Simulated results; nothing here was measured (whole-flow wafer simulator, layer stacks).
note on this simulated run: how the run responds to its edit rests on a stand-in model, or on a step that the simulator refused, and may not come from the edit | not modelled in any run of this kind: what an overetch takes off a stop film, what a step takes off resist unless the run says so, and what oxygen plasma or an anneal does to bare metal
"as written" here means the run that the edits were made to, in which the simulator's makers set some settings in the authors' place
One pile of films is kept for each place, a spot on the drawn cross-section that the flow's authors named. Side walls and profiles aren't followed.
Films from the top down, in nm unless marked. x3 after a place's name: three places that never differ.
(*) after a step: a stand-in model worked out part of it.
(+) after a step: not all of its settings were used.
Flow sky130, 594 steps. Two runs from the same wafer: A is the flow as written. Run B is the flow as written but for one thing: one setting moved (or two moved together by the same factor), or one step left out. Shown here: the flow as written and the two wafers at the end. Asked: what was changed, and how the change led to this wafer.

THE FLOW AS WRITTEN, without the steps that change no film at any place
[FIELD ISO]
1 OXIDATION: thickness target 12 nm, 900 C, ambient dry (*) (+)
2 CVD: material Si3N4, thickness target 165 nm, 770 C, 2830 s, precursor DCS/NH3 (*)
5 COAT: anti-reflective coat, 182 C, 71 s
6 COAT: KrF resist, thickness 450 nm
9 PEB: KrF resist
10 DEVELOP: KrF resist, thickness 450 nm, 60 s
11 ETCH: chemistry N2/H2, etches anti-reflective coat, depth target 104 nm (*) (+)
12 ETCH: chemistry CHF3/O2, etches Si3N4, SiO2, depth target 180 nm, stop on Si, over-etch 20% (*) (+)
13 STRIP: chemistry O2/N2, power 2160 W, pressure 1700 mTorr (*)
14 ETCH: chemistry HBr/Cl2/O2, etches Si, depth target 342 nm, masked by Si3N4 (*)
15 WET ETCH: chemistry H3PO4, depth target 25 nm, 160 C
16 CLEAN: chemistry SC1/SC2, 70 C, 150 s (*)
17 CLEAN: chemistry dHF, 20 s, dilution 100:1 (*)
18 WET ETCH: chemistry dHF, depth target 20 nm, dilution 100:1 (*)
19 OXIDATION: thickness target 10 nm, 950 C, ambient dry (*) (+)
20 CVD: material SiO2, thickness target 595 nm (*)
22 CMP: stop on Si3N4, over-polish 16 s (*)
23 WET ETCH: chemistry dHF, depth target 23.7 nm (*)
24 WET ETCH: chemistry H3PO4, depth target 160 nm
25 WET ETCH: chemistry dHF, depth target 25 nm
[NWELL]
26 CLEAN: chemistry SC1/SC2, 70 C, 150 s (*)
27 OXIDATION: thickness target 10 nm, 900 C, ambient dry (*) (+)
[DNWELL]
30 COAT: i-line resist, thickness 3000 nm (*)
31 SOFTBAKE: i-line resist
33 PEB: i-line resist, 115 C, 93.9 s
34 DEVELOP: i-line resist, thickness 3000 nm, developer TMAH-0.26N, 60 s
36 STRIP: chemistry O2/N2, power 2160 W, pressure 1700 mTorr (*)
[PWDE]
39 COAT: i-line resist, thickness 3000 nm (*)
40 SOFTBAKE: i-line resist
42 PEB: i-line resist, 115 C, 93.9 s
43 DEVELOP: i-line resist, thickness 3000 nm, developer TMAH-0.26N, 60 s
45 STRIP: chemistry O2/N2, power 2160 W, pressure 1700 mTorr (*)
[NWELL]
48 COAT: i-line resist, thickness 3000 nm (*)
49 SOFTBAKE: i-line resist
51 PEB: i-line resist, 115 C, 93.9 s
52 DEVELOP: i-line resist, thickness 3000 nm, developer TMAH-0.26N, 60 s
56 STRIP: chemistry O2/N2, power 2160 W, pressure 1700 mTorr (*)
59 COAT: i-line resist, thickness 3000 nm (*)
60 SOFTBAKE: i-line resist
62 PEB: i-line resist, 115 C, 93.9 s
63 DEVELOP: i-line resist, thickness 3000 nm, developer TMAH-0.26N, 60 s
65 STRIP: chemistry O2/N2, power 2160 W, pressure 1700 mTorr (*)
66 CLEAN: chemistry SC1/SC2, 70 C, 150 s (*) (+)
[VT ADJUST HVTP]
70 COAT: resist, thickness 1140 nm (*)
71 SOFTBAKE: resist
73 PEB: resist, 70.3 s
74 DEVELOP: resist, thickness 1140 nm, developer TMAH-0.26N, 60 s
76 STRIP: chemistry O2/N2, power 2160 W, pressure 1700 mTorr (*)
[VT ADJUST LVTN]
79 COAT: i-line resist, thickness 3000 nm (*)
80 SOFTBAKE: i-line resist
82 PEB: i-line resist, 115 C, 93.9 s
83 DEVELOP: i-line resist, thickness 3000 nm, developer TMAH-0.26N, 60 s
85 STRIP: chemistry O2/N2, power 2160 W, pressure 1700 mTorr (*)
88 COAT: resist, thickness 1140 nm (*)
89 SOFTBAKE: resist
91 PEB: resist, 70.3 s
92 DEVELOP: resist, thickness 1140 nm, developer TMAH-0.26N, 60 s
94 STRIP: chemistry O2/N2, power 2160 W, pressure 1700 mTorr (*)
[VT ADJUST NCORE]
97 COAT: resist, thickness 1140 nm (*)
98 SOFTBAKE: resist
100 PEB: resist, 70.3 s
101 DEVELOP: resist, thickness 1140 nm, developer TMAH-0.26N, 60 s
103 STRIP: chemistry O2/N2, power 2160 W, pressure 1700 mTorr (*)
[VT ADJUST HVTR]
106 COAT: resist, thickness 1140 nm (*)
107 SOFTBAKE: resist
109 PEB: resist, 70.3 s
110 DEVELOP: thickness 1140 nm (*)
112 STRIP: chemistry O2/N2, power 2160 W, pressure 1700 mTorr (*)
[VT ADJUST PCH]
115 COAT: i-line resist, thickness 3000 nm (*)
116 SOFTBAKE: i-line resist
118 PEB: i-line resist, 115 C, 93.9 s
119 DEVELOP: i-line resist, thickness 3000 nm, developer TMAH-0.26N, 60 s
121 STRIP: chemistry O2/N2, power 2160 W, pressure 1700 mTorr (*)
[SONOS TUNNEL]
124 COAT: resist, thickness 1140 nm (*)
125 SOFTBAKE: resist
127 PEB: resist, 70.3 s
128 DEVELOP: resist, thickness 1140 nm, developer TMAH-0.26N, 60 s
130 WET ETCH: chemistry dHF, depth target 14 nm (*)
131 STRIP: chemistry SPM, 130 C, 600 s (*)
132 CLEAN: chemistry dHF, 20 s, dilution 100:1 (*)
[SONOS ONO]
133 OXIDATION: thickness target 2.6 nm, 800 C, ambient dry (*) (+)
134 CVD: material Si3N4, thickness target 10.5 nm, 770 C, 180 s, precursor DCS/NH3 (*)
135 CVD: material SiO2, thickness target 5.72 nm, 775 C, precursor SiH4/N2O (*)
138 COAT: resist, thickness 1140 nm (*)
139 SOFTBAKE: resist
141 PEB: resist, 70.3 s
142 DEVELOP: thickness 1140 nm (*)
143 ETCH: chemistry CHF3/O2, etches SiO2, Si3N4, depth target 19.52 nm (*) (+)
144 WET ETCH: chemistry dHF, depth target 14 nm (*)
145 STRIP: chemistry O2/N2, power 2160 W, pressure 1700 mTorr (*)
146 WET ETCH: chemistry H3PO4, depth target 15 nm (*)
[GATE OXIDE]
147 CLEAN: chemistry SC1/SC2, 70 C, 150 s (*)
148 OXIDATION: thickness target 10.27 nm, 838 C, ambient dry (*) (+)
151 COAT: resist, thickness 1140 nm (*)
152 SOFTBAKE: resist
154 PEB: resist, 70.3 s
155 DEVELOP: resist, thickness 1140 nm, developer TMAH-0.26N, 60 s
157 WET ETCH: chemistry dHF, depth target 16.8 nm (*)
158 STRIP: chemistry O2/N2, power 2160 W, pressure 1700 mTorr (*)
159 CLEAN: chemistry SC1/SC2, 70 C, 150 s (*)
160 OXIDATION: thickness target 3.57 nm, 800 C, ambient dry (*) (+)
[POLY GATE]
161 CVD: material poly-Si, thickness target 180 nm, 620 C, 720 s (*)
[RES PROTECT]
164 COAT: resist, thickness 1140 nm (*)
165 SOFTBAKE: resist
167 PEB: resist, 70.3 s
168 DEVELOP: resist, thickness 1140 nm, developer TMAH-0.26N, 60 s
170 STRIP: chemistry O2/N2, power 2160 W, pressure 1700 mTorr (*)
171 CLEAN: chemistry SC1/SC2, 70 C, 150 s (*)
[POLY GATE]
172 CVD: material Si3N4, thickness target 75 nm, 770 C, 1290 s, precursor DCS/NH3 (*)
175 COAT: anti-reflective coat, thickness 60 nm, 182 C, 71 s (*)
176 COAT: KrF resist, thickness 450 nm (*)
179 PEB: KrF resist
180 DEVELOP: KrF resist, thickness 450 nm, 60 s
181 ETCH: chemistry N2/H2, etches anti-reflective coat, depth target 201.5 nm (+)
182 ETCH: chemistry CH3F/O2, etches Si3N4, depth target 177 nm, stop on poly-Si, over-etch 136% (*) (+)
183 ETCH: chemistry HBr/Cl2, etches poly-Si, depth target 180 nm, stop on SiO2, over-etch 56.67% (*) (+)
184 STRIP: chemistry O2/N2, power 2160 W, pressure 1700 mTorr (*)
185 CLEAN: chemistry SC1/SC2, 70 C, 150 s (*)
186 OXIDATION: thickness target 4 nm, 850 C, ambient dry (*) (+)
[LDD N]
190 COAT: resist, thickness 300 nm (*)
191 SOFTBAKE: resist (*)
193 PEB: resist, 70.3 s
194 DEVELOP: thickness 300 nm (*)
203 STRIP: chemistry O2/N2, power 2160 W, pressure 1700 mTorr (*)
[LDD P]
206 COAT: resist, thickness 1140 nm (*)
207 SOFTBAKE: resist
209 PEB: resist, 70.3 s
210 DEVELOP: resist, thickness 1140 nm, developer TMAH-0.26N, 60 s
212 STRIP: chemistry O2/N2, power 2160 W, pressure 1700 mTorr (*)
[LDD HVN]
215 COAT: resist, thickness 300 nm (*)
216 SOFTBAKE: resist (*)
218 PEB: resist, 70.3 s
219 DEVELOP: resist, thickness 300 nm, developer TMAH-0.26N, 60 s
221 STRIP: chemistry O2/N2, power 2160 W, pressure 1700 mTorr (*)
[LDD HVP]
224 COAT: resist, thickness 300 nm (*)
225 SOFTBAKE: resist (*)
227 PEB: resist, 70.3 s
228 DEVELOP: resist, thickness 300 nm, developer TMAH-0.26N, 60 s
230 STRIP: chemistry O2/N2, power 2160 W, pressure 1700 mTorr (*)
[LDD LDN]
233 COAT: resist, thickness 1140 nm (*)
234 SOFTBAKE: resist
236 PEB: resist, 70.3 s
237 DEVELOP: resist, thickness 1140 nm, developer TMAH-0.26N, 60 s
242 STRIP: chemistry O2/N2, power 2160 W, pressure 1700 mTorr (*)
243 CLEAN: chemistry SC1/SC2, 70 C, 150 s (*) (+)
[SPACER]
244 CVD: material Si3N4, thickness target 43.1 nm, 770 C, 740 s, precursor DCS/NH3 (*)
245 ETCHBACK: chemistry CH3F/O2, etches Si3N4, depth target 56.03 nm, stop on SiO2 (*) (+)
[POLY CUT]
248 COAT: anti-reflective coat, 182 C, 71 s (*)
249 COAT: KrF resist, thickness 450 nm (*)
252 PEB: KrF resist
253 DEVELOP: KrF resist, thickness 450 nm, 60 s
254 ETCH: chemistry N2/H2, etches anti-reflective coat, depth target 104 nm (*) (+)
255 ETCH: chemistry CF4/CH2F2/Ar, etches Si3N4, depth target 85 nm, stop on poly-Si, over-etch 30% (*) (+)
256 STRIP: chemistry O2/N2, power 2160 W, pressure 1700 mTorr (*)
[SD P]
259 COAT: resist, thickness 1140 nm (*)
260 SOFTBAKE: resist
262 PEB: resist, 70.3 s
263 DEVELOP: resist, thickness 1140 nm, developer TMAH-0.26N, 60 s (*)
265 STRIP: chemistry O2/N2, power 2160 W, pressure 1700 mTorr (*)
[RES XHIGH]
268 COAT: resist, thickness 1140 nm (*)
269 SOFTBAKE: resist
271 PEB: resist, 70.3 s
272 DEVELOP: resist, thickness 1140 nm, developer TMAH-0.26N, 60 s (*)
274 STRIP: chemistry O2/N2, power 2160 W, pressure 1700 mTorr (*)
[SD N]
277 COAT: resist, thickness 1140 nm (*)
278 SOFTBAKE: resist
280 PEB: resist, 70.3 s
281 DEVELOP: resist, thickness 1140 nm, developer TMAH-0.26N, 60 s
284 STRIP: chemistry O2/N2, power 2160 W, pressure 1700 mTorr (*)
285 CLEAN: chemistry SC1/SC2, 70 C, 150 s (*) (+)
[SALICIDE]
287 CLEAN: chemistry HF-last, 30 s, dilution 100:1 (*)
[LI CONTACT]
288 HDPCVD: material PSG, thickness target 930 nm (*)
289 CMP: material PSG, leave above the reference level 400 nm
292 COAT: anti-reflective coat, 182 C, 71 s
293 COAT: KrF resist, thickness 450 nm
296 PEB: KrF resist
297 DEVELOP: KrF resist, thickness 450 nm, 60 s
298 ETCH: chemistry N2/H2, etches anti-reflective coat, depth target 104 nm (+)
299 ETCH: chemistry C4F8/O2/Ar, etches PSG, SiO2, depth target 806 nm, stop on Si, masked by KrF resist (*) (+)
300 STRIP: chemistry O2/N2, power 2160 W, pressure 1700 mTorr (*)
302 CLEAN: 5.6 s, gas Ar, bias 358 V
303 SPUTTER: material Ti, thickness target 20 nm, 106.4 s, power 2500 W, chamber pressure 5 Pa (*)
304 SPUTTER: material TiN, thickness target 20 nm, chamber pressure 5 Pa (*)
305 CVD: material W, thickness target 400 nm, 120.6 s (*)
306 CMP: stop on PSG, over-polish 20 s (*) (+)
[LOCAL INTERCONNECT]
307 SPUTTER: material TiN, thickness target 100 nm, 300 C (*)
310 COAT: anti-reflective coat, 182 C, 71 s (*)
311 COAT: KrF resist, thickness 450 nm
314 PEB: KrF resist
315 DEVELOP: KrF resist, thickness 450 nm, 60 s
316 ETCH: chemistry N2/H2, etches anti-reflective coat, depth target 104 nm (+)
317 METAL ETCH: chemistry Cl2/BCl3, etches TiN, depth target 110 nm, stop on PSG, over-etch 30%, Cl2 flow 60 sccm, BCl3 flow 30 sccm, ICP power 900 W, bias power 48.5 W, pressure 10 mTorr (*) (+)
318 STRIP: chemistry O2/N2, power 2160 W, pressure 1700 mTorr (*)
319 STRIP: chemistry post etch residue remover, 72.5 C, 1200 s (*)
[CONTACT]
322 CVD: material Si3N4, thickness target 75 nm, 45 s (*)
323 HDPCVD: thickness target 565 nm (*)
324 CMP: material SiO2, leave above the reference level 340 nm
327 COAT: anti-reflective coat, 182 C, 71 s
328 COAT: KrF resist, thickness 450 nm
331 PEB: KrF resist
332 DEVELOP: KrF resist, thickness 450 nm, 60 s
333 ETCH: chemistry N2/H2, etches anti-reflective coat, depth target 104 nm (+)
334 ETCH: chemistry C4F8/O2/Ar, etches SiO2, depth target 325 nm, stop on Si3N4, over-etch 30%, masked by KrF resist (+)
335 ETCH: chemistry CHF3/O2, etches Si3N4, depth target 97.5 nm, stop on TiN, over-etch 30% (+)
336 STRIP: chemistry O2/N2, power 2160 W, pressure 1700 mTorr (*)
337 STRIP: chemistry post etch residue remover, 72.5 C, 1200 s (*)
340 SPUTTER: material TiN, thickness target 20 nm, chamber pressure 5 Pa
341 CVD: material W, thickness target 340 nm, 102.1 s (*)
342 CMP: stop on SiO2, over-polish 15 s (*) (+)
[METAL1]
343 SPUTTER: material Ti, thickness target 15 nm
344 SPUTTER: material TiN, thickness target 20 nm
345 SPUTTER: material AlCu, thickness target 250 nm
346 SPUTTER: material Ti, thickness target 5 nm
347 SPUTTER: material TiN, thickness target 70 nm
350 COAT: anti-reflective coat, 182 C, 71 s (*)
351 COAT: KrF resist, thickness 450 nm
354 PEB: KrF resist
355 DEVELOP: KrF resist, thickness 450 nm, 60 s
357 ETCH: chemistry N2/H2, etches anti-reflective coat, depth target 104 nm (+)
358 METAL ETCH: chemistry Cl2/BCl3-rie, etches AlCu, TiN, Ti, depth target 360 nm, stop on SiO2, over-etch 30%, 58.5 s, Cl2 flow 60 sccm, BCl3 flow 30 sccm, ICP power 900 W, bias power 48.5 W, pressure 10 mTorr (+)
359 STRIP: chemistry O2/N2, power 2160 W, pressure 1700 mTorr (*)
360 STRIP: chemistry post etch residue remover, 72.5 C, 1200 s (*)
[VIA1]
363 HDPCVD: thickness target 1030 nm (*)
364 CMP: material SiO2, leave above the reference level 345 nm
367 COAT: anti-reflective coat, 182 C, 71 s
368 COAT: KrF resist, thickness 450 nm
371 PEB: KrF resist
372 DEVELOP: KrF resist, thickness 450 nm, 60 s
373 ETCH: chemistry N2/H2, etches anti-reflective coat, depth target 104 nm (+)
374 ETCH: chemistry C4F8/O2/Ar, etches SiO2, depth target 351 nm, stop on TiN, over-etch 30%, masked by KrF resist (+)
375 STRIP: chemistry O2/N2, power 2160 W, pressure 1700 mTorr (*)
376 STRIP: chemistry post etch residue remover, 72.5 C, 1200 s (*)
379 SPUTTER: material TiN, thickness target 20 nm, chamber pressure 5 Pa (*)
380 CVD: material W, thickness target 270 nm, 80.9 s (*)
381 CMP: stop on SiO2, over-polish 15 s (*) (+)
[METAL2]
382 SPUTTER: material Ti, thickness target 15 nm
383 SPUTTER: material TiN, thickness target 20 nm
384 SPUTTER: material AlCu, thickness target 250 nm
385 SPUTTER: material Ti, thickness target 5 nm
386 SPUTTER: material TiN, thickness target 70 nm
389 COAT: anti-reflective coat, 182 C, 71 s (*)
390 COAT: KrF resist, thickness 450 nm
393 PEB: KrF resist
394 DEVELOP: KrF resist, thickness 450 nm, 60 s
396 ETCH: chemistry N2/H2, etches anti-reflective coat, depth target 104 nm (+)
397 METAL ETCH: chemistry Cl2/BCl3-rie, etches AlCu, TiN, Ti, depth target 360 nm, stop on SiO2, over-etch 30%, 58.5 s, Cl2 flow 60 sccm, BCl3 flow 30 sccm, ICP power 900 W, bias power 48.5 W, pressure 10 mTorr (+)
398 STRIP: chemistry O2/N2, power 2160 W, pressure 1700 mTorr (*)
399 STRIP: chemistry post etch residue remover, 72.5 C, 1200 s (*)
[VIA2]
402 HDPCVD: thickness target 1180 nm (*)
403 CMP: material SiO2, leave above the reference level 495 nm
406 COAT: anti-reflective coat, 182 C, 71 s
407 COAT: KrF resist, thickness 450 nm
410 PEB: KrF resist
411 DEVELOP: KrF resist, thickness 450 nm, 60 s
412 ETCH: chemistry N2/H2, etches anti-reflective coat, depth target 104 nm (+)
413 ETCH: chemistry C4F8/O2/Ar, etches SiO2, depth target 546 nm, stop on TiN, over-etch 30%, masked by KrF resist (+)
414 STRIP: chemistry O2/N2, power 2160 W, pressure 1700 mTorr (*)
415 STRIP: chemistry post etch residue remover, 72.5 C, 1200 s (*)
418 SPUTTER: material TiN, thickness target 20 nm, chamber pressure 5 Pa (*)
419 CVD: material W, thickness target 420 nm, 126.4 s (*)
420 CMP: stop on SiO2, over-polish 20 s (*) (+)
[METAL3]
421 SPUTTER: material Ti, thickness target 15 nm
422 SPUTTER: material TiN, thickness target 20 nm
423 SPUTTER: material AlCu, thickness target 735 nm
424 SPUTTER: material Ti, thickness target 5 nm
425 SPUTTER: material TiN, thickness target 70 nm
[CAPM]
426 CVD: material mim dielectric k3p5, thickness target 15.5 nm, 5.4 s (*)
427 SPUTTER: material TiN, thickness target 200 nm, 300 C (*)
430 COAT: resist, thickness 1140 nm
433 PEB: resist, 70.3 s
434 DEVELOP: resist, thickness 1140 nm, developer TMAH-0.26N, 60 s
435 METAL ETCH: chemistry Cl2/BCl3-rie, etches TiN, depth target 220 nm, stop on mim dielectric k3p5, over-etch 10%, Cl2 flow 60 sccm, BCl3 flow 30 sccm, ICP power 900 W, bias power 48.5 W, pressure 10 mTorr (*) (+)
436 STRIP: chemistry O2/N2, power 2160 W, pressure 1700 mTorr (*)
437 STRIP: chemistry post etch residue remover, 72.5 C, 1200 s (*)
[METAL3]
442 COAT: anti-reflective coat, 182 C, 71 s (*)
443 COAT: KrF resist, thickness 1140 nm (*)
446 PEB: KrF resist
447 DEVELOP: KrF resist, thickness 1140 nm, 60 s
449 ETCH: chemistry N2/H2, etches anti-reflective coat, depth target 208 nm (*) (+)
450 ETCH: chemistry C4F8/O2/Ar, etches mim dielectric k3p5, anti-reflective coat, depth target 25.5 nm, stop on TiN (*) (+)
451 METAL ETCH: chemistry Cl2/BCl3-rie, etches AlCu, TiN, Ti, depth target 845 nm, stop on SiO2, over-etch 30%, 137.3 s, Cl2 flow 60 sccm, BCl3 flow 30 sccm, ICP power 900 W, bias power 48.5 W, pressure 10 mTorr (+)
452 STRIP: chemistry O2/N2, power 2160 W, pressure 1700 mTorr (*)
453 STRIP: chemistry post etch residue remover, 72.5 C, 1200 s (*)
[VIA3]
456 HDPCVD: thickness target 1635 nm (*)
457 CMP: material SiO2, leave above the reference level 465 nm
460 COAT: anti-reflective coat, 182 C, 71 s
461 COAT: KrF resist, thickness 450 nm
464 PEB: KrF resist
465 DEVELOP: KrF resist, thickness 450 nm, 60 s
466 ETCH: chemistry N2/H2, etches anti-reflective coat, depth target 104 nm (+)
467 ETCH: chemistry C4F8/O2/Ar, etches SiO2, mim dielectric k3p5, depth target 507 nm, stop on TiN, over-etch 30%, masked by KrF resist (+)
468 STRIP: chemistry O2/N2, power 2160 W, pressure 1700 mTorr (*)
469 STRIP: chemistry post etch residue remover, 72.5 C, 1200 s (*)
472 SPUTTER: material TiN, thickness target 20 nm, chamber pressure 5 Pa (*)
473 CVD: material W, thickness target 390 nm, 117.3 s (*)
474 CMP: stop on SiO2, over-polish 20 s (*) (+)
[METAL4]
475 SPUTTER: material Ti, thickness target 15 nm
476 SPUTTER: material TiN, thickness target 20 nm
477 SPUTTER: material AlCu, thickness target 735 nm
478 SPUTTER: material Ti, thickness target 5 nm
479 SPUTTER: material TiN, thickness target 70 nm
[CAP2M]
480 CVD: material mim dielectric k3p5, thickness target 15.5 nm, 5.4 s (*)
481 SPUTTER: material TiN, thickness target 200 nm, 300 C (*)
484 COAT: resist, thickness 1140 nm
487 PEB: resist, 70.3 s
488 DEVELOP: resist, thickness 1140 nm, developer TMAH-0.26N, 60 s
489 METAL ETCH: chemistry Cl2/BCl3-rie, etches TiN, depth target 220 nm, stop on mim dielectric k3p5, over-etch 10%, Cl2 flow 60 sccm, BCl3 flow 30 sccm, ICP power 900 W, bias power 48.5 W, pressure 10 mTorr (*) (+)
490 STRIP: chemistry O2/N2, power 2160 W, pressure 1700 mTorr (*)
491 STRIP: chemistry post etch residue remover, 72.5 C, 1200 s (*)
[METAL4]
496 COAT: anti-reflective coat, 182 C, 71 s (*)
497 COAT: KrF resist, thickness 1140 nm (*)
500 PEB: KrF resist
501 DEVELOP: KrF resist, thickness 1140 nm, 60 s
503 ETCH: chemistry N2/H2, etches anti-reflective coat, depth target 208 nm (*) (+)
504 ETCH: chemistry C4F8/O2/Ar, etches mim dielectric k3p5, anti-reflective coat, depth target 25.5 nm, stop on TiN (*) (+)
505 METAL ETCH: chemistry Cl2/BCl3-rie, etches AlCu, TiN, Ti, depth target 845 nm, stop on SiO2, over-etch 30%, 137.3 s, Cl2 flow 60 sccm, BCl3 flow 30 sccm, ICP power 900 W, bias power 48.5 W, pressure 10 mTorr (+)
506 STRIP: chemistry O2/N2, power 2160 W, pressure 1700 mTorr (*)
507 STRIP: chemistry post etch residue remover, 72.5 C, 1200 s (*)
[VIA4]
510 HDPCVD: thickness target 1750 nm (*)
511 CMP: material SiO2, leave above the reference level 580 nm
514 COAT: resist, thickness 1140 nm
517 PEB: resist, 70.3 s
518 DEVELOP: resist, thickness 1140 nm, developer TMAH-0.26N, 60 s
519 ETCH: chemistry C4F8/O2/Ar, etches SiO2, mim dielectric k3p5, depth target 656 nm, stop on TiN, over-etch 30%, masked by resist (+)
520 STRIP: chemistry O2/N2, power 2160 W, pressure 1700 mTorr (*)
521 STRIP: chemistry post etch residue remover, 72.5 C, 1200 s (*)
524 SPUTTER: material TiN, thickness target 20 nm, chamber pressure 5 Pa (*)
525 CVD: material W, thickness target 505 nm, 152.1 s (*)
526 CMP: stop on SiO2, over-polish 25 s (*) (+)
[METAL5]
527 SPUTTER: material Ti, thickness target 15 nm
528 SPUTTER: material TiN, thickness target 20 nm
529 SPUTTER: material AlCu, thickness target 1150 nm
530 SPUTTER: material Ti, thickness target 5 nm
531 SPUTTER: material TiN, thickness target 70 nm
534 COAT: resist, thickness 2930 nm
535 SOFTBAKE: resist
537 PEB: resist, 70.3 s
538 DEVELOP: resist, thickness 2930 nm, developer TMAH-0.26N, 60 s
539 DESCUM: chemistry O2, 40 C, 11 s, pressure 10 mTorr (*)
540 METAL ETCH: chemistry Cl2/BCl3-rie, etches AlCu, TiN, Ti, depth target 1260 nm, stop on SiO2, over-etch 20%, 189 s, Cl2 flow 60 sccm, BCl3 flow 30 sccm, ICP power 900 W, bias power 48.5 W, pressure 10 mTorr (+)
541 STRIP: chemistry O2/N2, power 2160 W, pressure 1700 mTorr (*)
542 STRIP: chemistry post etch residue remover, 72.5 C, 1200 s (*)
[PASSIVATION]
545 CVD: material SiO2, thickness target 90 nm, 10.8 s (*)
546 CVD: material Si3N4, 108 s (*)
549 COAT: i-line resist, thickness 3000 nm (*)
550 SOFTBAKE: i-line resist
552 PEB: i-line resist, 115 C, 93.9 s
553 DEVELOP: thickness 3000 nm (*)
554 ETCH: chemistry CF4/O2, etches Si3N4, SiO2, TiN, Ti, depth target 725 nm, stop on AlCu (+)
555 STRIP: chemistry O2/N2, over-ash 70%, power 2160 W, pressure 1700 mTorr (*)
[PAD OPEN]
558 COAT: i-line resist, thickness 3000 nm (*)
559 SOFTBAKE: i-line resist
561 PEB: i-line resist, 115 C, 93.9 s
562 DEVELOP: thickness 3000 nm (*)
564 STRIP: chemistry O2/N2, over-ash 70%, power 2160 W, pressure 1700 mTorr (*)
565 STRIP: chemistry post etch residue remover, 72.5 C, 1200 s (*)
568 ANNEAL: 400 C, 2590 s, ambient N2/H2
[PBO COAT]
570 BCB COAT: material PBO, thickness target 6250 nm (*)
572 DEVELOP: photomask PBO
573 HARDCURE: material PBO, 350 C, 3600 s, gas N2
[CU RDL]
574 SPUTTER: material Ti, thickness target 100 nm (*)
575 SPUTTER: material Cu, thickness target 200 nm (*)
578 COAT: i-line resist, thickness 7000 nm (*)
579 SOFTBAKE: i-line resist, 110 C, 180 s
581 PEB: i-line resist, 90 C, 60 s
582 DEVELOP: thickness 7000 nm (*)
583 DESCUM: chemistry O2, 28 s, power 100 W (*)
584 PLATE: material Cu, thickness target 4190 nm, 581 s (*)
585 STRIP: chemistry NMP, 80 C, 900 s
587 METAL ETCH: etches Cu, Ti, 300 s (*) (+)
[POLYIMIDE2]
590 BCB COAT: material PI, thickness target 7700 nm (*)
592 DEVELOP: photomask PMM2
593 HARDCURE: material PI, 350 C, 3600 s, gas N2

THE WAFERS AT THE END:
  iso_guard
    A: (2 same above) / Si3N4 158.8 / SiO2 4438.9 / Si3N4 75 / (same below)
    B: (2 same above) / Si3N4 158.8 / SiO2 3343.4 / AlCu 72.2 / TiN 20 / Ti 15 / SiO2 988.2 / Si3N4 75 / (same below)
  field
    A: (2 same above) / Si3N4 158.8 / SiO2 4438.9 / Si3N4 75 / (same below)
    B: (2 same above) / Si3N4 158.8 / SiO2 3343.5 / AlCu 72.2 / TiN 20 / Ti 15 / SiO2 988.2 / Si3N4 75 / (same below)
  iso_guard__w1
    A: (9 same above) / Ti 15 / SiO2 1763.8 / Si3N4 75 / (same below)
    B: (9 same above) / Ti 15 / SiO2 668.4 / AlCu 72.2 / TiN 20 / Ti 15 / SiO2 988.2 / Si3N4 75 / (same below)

The cause: step 397, METAL ETCH: depth target 189 nm was run, where the flow has depth target 360 nm; step 397, METAL ETCH: 30.7 s was run, where the flow has 58.5 s.

How the change led to this, step by step:
  397 METAL ETCH: chemistry Cl2/BCl3-rie, etches AlCu, TiN, Ti, depth target 360 nm, stop on SiO2, over-etch 30%, 58.5 s, Cl2 flow 60 sccm, BCl3 flow 30 sccm, ICP power 900 W, bias power 48.5 W, pressure 10 mTorr (+)
      field, active, gate and 82 more: A TiN -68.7 (all of it), Ti -5 (all of it), AlCu -250 (all of it), TiN -20 (all of it), Ti -15 (all of it), SiO2 -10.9 | B TiN -68.7 (all of it), Ti -5 (all of it), AlCu -172
      n_well, p_well, sd_n and 90 more: A KrF resist -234 | B KrF resist -122.8
      (and at 13 more places)
  398 STRIP: chemistry O2/N2, power 2160 W, pressure 1700 mTorr (*)
      gate_hv, mim, dice_street and 96 more: A KrF resist -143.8 (all of it), anti-reflective coat -80 (all of it) | B KrF resist -255 (all of it), anti-reflective coat -80 (all of it)
      n_well, p_well, sd_n, sd_p, pad: A KrF resist -143.8 (all of it), anti-reflective coat -80 (all of it) | B KrF resist -254.9 (all of it), anti-reflective coat -80 (all of it)
      (and at 2 more places)
  399 STRIP: chemistry post etch residue remover, 72.5 C, 1200 s (*)
      field, active, gate and 82 more: A nothing | B AlCu -5.72
  402 HDPCVD: thickness target 1180 nm (*)
      field, active, gate and 82 more: A SiO2 +1180 | B SiO2 +1180 (new film)
  403 CMP: material SiO2, leave above the reference level 495 nm
      field, active, gate and 82 more: A SiO2 -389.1 | B SiO2 -507.2
Counting metal films that touch as one body, iso_guard has 1 body; the flow as written gives 0 bodies.
Counting metal films that touch as one body, field has 1 body; the flow as written gives 0 bodies.
Counting metal films that touch as one body, iso_guard__w1 has 2 bodies (between them, from the top down: SiO2 668.4); the flow as written gives 1 body.
